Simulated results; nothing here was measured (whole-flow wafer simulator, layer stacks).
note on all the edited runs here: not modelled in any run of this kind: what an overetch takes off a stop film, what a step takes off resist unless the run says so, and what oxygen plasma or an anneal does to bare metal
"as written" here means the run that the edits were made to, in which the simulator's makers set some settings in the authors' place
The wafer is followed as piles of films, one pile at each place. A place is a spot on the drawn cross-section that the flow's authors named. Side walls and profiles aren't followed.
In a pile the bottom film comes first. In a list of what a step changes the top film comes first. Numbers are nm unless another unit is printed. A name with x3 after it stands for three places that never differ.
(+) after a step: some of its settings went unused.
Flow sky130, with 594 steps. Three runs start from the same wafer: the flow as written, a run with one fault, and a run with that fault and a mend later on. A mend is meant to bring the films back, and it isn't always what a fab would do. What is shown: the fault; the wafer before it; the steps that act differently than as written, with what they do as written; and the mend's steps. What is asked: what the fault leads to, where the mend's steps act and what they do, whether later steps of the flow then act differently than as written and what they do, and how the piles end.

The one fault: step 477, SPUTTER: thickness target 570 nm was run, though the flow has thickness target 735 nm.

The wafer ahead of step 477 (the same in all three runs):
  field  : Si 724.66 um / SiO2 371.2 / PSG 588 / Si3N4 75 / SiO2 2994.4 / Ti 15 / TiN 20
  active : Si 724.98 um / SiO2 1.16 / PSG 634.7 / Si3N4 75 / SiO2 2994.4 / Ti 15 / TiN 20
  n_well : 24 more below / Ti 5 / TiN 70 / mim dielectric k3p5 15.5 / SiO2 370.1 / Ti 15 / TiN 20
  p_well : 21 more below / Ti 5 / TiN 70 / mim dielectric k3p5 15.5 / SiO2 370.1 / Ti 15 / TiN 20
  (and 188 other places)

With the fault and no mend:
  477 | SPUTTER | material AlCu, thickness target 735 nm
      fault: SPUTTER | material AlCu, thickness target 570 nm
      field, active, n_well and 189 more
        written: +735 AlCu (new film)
        fault: +570 AlCu (new film)
  Steps later in the flow that act otherwise than as written:
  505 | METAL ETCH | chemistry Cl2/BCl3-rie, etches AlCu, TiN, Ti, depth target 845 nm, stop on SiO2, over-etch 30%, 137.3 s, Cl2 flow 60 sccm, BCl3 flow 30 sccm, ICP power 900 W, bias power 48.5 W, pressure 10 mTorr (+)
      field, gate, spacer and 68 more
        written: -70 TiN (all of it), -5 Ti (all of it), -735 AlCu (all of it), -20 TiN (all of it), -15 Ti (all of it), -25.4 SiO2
        fault: -70 TiN (all of it), -5 Ti (all of it), -570 AlCu (all of it), -20 TiN (all of it), -15 Ti (all of it), -41.9 SiO2
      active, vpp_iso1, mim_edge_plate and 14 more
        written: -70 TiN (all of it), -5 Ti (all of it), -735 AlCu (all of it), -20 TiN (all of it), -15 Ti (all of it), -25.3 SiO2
        fault: -70 TiN (all of it), -5 Ti (all of it), -570 AlCu (all of it), -20 TiN (all of it), -15 Ti (all of it), -41.8 SiO2
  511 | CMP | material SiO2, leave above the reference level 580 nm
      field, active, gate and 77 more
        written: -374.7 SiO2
        fault: -523.2 SiO2
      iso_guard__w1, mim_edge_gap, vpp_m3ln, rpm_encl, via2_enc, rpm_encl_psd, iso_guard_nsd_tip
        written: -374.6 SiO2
        fault: -523.1 SiO2
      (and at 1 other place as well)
  By the end, the piles at field, active, n_well and 190 more depart from the flow's by more than 2% or 0.5 nm, whichever is larger.
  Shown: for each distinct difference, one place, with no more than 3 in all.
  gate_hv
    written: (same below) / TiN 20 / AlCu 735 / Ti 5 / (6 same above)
    fault: (same below) / TiN 20 / AlCu 570 / Ti 5 / (6 same above)
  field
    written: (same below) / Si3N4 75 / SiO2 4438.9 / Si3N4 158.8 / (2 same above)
    fault: (same below) / Si3N4 75 / SiO2 4273.9 / Si3N4 158.8 / (2 same above)
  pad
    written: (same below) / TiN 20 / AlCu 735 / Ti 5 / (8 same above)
    fault: (same below) / TiN 20 / AlCu 570 / Ti 5 / (8 same above)

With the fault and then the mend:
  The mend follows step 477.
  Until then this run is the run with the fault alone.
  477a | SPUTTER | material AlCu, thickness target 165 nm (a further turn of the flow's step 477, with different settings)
      field, active, n_well and 189 more
        +165 AlCu
  None of the later steps of the flow acts differently than as written at any place that is followed.
  By the end, the piles equal the flow's at every place that both follow.
